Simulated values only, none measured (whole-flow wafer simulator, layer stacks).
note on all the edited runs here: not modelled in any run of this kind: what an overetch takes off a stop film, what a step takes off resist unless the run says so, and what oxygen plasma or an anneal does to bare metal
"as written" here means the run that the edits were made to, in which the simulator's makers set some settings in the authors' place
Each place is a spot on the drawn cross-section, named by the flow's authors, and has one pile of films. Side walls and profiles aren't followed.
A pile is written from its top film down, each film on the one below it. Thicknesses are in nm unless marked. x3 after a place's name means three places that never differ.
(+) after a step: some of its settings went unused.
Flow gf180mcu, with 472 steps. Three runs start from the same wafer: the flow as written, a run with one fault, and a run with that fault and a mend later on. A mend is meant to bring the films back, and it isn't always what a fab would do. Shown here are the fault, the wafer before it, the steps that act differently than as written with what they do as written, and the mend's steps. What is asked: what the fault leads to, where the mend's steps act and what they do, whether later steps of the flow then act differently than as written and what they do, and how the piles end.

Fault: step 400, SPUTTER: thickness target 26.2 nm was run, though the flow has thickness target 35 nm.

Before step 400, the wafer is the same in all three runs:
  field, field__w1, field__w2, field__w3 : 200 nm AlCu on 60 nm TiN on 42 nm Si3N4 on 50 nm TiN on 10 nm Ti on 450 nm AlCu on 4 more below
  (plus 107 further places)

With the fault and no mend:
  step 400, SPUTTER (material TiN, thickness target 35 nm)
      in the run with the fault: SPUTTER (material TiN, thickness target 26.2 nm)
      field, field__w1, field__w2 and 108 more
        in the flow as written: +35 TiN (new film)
        in the run with the fault: +26.2 TiN (new film)
  Later steps of the flow acting differently than as written (9 more steps, not shown, differ only slightly: by at most 2% or 0.5 nm, whichever is larger):
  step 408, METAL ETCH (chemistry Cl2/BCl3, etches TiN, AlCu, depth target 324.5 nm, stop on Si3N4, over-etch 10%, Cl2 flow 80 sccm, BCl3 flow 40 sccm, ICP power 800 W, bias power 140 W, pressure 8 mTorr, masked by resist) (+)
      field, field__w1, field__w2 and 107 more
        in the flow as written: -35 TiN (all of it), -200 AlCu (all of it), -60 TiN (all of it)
        in the run with the fault: -26.2 TiN (all of it), -200 AlCu (all of it), -60 TiN (all of it)
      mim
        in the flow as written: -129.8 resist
        in the run with the fault: -125.9 resist
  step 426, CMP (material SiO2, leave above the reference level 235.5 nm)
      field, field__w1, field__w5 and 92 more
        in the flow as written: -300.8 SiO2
        in the run with the fault: -309.6 SiO2
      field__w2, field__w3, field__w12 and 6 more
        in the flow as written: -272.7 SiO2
        in the run with the fault: -281.5 SiO2
  The piles end different from the flow's at mim by more than 2% or 0.5 nm, whichever is larger.
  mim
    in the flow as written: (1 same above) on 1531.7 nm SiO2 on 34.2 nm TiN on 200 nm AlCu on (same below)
    in the run with the fault: (1 same above) on 1531.7 nm SiO2 on 25.4 nm TiN on 200 nm AlCu on (same below)

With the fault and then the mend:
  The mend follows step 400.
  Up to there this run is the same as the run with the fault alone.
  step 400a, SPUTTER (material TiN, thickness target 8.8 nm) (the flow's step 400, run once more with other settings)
      field, field__w1, field__w2 and 108 more
        +8.8 TiN
  Every later step of the flow that is run acts as written at every place that is followed.
  By the end, the piles equal the flow's at every place that both follow.
